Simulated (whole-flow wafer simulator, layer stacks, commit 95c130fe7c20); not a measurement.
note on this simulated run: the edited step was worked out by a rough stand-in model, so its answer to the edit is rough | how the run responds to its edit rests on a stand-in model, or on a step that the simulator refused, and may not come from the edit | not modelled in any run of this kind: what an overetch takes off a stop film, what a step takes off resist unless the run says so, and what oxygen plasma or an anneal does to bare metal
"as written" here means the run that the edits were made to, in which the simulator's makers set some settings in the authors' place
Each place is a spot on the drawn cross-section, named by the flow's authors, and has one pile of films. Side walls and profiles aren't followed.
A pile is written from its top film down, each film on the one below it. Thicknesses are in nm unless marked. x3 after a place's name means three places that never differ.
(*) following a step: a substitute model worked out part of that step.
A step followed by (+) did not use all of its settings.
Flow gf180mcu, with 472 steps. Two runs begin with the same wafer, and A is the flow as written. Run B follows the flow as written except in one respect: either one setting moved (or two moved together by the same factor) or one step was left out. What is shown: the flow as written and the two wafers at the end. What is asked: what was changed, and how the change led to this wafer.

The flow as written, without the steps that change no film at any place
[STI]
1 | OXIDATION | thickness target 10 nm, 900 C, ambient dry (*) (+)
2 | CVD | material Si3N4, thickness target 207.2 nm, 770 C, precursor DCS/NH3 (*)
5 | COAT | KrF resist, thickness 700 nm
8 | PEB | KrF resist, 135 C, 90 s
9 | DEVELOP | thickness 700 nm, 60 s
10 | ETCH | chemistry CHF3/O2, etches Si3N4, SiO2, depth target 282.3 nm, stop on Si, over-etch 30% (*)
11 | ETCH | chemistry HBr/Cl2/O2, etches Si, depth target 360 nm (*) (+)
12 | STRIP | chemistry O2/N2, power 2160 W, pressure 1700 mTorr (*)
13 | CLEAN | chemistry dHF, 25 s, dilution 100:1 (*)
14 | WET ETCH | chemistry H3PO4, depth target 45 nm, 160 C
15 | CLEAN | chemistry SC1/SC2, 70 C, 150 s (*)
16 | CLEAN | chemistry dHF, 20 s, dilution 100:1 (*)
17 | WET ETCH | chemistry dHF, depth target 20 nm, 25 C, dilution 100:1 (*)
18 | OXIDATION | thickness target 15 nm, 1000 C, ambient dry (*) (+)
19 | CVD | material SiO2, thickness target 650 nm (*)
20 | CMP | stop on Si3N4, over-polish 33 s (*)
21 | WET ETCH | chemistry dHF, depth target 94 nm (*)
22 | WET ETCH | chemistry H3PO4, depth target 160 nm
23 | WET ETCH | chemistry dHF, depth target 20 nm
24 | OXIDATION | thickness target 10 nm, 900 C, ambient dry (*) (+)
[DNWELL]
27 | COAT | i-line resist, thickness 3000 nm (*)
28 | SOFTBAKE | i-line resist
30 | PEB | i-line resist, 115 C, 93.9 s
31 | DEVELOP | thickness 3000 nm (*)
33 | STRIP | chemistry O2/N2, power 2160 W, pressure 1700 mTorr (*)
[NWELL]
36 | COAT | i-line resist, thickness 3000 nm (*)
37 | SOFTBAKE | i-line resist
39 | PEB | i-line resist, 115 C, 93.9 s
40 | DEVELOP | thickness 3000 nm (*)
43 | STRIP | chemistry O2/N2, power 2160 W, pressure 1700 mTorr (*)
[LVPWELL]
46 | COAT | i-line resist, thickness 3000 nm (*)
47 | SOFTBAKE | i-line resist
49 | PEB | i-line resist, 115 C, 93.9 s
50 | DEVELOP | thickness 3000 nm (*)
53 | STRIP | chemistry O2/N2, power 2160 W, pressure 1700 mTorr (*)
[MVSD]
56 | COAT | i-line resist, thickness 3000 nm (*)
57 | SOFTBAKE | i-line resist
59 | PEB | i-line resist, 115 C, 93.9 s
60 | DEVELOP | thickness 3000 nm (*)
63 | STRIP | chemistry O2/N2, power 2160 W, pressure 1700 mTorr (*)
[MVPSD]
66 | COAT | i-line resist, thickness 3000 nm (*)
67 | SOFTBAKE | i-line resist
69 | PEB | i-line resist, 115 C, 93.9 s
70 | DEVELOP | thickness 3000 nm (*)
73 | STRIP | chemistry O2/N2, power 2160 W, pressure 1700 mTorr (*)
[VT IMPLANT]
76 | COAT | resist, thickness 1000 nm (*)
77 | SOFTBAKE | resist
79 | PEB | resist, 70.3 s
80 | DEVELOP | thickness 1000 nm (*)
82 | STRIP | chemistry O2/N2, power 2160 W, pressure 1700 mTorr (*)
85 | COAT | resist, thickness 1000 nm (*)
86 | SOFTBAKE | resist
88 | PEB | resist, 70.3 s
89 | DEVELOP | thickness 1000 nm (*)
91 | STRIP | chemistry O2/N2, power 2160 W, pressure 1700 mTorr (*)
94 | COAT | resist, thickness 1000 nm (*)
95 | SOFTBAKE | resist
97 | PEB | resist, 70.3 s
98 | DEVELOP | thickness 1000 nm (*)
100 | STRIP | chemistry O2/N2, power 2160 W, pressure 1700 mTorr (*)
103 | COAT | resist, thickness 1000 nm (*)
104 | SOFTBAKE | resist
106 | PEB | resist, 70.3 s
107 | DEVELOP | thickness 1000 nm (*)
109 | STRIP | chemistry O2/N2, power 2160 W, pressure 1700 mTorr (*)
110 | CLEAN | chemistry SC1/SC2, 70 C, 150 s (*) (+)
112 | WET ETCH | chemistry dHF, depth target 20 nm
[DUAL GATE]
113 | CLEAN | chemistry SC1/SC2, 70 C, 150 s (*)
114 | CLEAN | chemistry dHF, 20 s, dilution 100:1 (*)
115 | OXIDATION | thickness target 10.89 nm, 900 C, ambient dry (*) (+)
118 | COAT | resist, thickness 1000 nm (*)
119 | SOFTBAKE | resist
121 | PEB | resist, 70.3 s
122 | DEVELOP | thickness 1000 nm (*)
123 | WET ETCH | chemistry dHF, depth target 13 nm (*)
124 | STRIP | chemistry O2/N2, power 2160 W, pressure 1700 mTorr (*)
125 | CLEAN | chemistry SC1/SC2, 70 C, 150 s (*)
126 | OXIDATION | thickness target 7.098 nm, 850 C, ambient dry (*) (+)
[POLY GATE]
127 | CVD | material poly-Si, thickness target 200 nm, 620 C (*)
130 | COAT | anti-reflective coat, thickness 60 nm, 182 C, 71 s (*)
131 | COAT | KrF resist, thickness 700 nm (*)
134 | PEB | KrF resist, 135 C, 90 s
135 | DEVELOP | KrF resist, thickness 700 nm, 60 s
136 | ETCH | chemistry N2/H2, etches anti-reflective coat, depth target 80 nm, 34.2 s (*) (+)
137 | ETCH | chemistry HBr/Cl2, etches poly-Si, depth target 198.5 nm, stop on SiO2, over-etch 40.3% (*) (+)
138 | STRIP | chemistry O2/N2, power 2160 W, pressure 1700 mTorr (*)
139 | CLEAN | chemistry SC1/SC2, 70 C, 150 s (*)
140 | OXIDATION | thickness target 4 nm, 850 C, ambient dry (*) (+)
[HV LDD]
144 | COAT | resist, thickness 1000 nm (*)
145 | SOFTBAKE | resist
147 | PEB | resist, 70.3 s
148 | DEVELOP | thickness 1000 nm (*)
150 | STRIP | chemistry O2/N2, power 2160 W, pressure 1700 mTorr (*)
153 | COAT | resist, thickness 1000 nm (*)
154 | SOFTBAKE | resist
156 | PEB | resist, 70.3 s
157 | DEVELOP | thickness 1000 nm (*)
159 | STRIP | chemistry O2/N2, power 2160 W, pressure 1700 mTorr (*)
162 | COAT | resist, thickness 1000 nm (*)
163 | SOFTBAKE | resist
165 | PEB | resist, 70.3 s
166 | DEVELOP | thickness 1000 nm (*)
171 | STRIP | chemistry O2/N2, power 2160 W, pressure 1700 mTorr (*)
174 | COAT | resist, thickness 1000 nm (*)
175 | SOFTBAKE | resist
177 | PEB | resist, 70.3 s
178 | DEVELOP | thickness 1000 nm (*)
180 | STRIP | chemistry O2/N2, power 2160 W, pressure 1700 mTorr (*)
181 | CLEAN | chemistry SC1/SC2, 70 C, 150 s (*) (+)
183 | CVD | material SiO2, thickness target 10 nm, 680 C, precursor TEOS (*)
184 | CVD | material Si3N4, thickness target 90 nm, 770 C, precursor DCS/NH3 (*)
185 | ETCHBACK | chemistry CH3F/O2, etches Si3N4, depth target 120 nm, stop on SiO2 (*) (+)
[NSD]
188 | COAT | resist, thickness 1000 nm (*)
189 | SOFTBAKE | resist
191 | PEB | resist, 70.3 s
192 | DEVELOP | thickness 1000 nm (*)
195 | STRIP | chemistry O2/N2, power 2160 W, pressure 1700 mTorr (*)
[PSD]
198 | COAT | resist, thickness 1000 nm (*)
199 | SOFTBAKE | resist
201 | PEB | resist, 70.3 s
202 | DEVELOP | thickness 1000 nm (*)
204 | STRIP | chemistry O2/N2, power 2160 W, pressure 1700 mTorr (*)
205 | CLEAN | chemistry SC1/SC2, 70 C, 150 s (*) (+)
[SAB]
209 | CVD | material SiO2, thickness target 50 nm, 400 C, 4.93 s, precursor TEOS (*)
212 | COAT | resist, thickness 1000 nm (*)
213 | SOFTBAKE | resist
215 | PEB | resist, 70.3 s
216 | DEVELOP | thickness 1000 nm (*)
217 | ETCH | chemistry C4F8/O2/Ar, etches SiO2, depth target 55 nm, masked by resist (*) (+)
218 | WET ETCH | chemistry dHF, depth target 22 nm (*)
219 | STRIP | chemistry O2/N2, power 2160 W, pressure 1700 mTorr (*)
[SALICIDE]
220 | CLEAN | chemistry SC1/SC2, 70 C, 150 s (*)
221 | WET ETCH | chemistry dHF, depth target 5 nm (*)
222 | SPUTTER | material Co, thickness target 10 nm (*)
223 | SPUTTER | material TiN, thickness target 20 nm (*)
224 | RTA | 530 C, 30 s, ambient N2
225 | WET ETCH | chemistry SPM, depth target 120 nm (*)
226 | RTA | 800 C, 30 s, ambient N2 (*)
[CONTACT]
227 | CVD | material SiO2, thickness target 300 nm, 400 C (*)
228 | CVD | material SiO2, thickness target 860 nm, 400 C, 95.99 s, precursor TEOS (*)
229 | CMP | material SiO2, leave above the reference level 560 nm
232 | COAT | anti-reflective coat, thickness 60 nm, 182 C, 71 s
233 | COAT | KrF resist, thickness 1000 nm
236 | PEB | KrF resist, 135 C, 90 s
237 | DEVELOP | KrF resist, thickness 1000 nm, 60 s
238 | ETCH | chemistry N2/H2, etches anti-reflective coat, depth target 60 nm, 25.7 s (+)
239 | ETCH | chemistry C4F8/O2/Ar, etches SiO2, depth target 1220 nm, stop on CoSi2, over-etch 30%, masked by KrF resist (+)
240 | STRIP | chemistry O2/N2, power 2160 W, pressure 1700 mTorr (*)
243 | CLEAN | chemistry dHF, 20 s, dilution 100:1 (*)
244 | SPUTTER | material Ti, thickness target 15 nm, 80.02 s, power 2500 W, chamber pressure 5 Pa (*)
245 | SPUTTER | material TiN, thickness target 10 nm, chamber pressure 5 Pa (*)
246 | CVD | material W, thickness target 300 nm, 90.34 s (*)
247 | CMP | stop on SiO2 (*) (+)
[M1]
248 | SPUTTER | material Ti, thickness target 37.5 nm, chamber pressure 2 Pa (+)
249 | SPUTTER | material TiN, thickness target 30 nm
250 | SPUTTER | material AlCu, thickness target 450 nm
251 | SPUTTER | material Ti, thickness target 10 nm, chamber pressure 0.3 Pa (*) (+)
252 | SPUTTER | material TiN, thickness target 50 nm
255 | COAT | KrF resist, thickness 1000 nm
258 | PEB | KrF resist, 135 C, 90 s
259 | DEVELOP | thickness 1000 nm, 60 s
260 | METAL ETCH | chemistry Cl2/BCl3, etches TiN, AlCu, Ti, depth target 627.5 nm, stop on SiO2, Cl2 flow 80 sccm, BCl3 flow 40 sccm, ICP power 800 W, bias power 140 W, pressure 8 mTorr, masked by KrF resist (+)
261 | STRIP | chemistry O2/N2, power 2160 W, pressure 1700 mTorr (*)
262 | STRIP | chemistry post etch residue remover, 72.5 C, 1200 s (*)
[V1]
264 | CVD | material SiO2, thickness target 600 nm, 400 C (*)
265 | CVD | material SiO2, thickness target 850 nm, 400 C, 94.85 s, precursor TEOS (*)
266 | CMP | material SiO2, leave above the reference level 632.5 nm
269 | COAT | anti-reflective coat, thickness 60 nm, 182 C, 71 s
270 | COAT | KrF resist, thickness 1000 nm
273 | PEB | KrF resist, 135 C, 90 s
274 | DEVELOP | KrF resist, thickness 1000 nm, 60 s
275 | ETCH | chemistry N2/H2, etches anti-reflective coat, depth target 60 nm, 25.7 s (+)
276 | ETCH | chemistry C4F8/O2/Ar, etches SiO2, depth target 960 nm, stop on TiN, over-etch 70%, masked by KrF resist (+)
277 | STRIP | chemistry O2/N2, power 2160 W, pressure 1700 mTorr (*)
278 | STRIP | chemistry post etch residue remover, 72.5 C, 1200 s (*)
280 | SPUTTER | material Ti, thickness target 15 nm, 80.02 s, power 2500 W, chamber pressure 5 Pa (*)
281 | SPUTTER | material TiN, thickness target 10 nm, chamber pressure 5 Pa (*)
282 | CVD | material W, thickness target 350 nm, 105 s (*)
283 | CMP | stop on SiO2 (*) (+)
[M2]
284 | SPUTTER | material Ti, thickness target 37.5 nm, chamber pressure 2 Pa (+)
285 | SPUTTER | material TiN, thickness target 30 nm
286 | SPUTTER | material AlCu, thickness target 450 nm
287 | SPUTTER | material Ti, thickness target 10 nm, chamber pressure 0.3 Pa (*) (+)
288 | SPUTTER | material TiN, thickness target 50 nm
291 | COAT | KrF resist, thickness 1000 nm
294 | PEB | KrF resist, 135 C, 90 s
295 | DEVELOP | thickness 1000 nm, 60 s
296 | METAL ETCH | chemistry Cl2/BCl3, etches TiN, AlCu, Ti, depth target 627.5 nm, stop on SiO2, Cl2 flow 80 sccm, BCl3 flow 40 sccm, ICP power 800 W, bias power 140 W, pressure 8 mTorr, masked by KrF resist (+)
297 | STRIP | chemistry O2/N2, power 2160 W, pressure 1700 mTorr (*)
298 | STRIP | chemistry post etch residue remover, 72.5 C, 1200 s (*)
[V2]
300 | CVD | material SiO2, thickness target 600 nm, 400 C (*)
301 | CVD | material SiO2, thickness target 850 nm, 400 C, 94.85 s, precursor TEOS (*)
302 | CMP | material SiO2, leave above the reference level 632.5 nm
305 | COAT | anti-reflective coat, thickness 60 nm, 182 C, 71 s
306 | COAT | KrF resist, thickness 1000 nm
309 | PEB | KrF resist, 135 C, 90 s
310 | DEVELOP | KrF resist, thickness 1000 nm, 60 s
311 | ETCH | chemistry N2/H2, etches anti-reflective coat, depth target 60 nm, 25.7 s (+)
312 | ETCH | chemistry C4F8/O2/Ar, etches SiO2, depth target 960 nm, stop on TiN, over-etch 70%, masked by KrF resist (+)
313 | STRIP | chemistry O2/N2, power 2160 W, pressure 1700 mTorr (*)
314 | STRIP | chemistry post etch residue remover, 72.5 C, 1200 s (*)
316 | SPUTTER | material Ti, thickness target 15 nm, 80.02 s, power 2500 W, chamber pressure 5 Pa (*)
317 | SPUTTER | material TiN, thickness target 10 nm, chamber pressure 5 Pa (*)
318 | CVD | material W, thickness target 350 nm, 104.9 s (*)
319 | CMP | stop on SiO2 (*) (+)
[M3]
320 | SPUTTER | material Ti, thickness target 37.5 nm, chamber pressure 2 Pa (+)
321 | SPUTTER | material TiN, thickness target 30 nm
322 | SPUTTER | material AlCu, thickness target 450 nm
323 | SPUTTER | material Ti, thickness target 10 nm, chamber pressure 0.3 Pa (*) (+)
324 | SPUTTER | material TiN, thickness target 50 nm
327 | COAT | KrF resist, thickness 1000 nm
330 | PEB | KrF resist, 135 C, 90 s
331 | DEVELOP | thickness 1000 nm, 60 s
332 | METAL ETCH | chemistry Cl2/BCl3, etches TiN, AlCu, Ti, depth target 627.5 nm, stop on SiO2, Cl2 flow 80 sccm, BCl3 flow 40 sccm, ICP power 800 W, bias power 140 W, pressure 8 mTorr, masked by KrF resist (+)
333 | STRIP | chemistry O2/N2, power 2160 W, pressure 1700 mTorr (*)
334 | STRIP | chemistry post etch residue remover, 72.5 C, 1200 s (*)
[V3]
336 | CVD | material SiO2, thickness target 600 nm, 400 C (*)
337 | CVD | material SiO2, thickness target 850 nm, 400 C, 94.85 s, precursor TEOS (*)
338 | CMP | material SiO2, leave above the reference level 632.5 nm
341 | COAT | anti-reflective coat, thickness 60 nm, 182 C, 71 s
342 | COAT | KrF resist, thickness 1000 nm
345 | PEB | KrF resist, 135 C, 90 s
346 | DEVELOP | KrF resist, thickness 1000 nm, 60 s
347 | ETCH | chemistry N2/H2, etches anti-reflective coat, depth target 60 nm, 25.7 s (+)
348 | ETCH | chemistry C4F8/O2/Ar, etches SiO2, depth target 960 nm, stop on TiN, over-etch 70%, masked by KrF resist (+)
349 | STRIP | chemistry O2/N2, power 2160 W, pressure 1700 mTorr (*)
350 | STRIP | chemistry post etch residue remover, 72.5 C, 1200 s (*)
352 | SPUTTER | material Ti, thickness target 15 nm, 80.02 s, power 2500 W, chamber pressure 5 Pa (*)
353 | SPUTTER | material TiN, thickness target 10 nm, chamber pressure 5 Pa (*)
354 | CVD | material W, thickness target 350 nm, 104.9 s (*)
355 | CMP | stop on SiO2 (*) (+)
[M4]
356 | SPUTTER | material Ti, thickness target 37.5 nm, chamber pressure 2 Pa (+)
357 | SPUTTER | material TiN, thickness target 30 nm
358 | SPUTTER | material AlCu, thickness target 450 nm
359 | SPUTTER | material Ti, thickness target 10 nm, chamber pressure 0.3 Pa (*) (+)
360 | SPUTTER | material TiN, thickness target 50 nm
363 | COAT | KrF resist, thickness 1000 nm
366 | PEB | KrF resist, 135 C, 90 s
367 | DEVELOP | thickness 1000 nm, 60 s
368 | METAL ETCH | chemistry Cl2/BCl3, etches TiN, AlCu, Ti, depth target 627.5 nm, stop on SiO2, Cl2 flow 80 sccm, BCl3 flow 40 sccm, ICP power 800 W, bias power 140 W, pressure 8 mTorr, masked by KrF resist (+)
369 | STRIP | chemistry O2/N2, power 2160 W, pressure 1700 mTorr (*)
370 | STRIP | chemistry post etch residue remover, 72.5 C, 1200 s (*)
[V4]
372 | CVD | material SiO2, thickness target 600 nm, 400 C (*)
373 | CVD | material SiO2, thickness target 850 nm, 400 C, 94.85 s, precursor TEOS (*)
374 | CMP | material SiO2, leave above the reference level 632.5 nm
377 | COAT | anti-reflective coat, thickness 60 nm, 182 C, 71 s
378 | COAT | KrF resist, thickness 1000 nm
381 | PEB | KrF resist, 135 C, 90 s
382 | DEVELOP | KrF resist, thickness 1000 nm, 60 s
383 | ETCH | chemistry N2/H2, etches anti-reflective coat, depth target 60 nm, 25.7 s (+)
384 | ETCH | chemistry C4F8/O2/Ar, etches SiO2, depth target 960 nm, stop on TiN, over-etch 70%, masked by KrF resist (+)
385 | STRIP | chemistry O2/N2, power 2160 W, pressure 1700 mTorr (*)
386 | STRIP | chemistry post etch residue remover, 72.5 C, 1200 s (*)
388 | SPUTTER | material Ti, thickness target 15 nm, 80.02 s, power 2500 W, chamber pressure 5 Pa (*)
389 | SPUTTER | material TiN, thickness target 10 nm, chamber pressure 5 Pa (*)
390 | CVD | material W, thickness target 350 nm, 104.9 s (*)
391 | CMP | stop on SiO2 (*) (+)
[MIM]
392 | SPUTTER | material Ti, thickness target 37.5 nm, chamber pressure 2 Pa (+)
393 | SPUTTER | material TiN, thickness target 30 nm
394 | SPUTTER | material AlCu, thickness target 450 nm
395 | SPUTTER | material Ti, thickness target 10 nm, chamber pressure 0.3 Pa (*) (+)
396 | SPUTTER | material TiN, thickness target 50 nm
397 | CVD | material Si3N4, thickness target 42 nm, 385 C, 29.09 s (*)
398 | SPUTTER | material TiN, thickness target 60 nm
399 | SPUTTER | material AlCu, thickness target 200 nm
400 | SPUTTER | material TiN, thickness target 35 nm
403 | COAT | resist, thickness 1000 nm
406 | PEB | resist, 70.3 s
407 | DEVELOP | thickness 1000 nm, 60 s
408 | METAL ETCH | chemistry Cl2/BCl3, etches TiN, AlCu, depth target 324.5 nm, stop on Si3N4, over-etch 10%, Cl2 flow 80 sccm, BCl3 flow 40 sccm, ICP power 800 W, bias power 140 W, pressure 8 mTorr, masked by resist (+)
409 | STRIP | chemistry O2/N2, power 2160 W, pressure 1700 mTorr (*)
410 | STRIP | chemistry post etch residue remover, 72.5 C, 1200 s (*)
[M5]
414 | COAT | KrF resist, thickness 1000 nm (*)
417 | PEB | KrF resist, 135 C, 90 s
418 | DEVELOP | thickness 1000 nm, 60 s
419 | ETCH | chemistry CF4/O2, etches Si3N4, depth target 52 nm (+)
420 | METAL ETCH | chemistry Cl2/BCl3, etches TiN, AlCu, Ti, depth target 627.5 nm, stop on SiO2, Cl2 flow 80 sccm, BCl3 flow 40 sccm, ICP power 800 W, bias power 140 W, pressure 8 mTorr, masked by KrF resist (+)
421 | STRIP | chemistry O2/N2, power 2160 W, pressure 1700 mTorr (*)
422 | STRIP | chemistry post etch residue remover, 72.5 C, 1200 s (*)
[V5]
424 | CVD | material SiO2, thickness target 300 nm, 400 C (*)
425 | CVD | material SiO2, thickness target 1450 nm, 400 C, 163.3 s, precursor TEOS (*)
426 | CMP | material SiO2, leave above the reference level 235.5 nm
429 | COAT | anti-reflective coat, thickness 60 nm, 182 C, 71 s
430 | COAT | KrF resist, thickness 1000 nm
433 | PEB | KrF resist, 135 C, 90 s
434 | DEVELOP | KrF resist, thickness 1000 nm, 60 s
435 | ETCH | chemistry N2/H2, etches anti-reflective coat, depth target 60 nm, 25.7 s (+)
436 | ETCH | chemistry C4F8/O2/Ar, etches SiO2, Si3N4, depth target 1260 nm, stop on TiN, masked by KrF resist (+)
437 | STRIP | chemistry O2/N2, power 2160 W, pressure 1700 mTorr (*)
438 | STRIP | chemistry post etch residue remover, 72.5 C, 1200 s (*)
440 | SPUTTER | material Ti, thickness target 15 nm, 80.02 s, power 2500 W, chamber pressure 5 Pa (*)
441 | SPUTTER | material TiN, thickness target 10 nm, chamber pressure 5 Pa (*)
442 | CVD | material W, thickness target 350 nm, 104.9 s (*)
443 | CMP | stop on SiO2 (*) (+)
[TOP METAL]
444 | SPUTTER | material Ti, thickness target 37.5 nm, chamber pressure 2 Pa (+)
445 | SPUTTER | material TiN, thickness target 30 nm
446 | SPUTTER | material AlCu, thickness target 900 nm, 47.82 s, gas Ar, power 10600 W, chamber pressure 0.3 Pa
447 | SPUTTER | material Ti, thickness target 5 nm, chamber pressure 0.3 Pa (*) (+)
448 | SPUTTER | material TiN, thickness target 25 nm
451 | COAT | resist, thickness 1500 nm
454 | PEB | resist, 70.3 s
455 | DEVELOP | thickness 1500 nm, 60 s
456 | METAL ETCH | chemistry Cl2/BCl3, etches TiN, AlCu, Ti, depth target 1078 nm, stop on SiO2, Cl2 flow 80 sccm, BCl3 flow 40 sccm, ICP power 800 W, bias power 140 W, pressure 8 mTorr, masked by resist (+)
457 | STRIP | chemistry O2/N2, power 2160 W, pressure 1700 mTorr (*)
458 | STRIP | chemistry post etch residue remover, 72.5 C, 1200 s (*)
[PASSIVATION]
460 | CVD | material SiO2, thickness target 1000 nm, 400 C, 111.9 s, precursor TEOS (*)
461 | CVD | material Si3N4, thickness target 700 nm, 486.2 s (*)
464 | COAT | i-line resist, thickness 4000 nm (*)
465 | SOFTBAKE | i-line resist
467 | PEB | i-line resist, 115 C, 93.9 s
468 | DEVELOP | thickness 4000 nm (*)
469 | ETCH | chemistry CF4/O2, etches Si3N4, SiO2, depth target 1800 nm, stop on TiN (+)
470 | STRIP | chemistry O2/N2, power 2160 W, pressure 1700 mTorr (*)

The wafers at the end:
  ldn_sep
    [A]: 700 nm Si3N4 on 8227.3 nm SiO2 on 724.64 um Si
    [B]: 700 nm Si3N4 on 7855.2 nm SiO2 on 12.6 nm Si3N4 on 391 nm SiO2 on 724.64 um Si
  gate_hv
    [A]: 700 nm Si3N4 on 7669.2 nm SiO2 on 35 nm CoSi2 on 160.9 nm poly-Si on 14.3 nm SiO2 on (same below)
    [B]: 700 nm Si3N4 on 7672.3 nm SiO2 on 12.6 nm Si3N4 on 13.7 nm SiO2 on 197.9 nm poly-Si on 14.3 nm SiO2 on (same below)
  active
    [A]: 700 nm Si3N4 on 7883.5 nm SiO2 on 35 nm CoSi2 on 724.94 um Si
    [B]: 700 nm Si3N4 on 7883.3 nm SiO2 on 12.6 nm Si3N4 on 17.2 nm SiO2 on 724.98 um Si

The reason: step 185, ETCHBACK: depth target 73.2 nm was run, though the flow has depth target 120 nm.

How this came from the change, step by step:
  185 | ETCHBACK | chemistry CH3F/O2, etches Si3N4, depth target 120 nm, stop on SiO2 (*) (+)
      field, field__w1, field__w2 and 100 more: A -90 Si3N4 (all of it), -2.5 SiO2 | B -73.2 Si3N4
  188 | COAT | resist, thickness 1000 nm (*)
      spacer: A +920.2 resist (new film) | B +939.6 resist (new film)
  189 | SOFTBAKE | resist
      field__w9: A +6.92 resist | B -3.14 resist
      nw_enc_fld_lv: A +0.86 resist | B +5.57 resist
  192 | DEVELOP | thickness 1000 nm (*)
      spacer: A -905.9 resist (all of it) | B -924.9 resist (all of it)
  198 | COAT | resist, thickness 1000 nm (*)
      spacer: A +920.2 resist (new film) | B +939.6 resist (new film)
  199 | SOFTBAKE | resist
      field__w9: A +6.92 resist | B -3.14 resist
      nw_enc_fld_lv: A +0.86 resist | B +5.57 resist
  204 | STRIP | chemistry O2/N2, power 2160 W, pressure 1700 mTorr (*)
      spacer: A -905.9 resist (all of it) | B -924.9 resist (all of it)
  205 | CLEAN | chemistry SC1/SC2, 70 C, 150 s (*) (+)
      field, field__w1, field__w2 and 105 more: A -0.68 SiO2 | B -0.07 Si3N4
  209 | CVD | material SiO2, thickness target 50 nm, 400 C, 4.93 s, precursor TEOS (*)
      field, field__w7, field__w8 and 73 more: A +50 SiO2 | B +50 SiO2 (new film)
      field_sub__w1, field_sub__w3, field_sub__w4, field_sub__w5, ld_drift_n: A +48.9 SiO2 | B +48.8 SiO2 (new film)
      (also at 27 further places)
  212 | COAT | resist, thickness 1000 nm (*)
      spacer: A +919.4 resist (new film) | B +939.2 resist (new film)
  216 | DEVELOP | thickness 1000 nm (*)
      spacer: A -905.1 resist (all of it) | B -924.5 resist (all of it)
  217 | ETCH | chemistry C4F8/O2/Ar, etches SiO2, depth target 55 nm, masked by resist (*) (+)
      field, field__w7, field__w8 and 70 more: A -55 SiO2 | B -50 SiO2 (all of it), -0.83 Si3N4
      field_sub__w1, field_sub__w3, field_sub__w4, field_sub__w5, ld_drift_n: A -55 SiO2 | B -48.8 SiO2 (all of it), -1.03 Si3N4
      (also at 21 further places)
  218 | WET ETCH | chemistry dHF, depth target 22 nm (*)
      gate, gate_hv, gate_p and 23 more: A -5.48 SiO2 (all of it) | B -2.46 Si3N4
      field, field__w10, sti and 14 more: A -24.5 SiO2 | B -2.46 Si3N4
      (also at 56 further places)
  219 | STRIP | chemistry O2/N2, power 2160 W, pressure 1700 mTorr (*)
      gate, gate_hv, gate_p and 23 more: A +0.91 chemical SiO2 (new film), -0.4 poly-Si | B nothing
      active, p_well, sd_n and 20 more: A +0.91 chemical SiO2 (new film), -0.4 Si | B nothing
  220 | CLEAN | chemistry SC1/SC2, 70 C, 150 s (*)
      field, field__w2, field__w7 and 40 more: A -0.68 SiO2 | B nothing
      field__w1, field__w3, field__w6, field__w12, m1, nw_enc_fld_lv, nw_enc_fld_lv__w3: A -0.68 SiO2 | B -0.07 Si3N4
  221 | WET ETCH | chemistry dHF, depth target 5 nm (*)
      active, p_well, gate and 46 more: A -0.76 chemical SiO2 (all of it) | B -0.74 Si3N4
      field, field__w1, field__w2 and 23 more: A -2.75 SiO2 | B -0.74 Si3N4
      (also at 24 further places)
  ... 10 further steps ...
  471 | ANNEAL | 400 C, 1800 s, ambient N2/H2
      polyc_n, polyc_p: A nothing | B under 9 films: +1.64 void (new film), -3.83 Ti, +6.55 TiSi first (new film), -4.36 poly-Si
      contact: A nothing | B under 49 films: +1.62 void (new film), -3.83 Ti, +6.55 TiSi first (new film), -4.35 Si
With metal films that touch counted as one body, gate_hv has 0 bodies; the flow as written gives 1 body.
With metal films that touch counted as one body, active has 0 bodies; the flow as written gives 1 body.
